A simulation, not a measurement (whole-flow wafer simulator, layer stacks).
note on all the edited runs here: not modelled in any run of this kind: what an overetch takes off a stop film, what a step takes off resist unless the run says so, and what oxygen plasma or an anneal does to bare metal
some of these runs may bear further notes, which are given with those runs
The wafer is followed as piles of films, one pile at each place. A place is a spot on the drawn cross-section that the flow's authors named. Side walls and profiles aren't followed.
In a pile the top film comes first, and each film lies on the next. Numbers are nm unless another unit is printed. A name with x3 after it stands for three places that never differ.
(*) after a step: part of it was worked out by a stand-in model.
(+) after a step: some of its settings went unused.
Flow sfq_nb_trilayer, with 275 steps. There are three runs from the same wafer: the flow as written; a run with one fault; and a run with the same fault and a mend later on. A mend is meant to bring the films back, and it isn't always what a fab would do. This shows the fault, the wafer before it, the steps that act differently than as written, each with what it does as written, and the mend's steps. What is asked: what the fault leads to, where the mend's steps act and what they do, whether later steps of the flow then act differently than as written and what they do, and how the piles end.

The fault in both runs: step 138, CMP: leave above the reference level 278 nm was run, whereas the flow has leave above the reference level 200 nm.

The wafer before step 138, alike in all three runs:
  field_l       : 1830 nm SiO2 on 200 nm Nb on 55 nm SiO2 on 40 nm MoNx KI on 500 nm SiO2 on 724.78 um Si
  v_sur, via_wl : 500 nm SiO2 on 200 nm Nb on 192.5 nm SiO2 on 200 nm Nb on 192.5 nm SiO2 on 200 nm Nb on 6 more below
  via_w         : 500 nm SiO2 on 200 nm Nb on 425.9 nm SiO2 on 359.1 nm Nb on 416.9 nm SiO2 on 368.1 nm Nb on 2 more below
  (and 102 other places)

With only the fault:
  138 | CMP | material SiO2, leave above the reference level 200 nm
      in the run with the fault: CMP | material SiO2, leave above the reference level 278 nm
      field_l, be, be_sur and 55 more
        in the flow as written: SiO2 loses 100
        in the run with the fault: SiO2 loses 22
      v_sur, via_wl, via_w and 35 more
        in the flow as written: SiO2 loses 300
        in the run with the fault: SiO2 loses 222
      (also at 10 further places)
  Steps later in the flow that act otherwise than as written (not shown: 6 more steps that differ only slightly, by at most 2% or 0.5 nm, whichever is larger):
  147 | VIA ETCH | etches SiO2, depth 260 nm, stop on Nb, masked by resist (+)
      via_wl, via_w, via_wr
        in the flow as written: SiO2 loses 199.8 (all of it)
        in the run with the fault: SiO2 loses 260
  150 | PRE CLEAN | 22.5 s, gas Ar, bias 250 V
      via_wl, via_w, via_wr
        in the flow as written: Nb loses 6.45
        in the run with the fault: SiO2 loses 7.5
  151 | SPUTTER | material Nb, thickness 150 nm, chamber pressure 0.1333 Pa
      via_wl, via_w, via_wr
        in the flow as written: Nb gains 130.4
        in the run with the fault: Nb gains 123.3 (new film)
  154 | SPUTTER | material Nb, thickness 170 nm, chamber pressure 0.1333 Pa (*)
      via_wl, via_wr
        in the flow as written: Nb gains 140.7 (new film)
        in the run with the fault: Nb gains 103.1 (new film)
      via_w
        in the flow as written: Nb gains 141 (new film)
        in the run with the fault: Nb gains 136 (new film)
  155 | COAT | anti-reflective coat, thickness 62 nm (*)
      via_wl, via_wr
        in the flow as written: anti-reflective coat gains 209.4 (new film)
        in the run with the fault: anti-reflective coat gains 321.3 (new film)
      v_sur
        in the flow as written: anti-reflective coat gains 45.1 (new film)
        in the run with the fault: anti-reflective coat gains 42.8 (new film)
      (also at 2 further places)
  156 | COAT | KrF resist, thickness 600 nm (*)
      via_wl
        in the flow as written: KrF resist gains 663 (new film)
        in the run with the fault: KrF resist gains 648.6 (new film)
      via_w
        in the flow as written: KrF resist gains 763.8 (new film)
        in the run with the fault: KrF resist gains 811.1 (new film)
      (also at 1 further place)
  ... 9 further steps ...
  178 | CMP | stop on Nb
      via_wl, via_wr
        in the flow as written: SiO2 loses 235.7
        in the run with the fault: SiO2 loses 227.2
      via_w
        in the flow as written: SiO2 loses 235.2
        in the run with the fault: SiO2 loses 227.2
  At field_l, v_sur, via_wl and 103 more, the piles at the end differ from the flow's by more than 2% or 0.5 nm, whichever is larger.
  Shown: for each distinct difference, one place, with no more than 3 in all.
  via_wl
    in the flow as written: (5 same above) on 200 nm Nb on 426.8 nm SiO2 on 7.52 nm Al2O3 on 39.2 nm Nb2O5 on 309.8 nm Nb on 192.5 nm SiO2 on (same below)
    in the run with the fault: (5 same above) on 200 nm Nb on 469.8 nm SiO2 on 52.6 nm Nb2O5 on 0.96 nm Al2O3 on 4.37 nm Al on 123.3 nm Nb on 10.3 nm SiO2 on 200 nm Nb on 192.5 nm SiO2 on (same below)
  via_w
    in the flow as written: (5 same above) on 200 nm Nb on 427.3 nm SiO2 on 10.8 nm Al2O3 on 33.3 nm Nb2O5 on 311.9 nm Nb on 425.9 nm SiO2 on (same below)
    in the run with the fault: (5 same above) on 200 nm Nb on 495.5 nm SiO2 on 10.1 nm Al2O3 on 34.7 nm Nb2O5 on 110.8 nm Nb on 10.3 nm SiO2 on 200 nm Nb on 425.9 nm SiO2 on (same below)
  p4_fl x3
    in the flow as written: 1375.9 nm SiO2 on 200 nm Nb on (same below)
    in the run with the fault: 1453.9 nm SiO2 on 200 nm Nb on (same below)

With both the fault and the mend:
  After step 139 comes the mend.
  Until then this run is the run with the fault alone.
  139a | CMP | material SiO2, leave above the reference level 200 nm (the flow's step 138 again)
      field_l, v_sur, via_wl and 103 more
        SiO2 loses 78
  Later steps of the flow that are run all act as written at every place that is followed.
  By the end, the piles equal the flow's at every place that both follow.
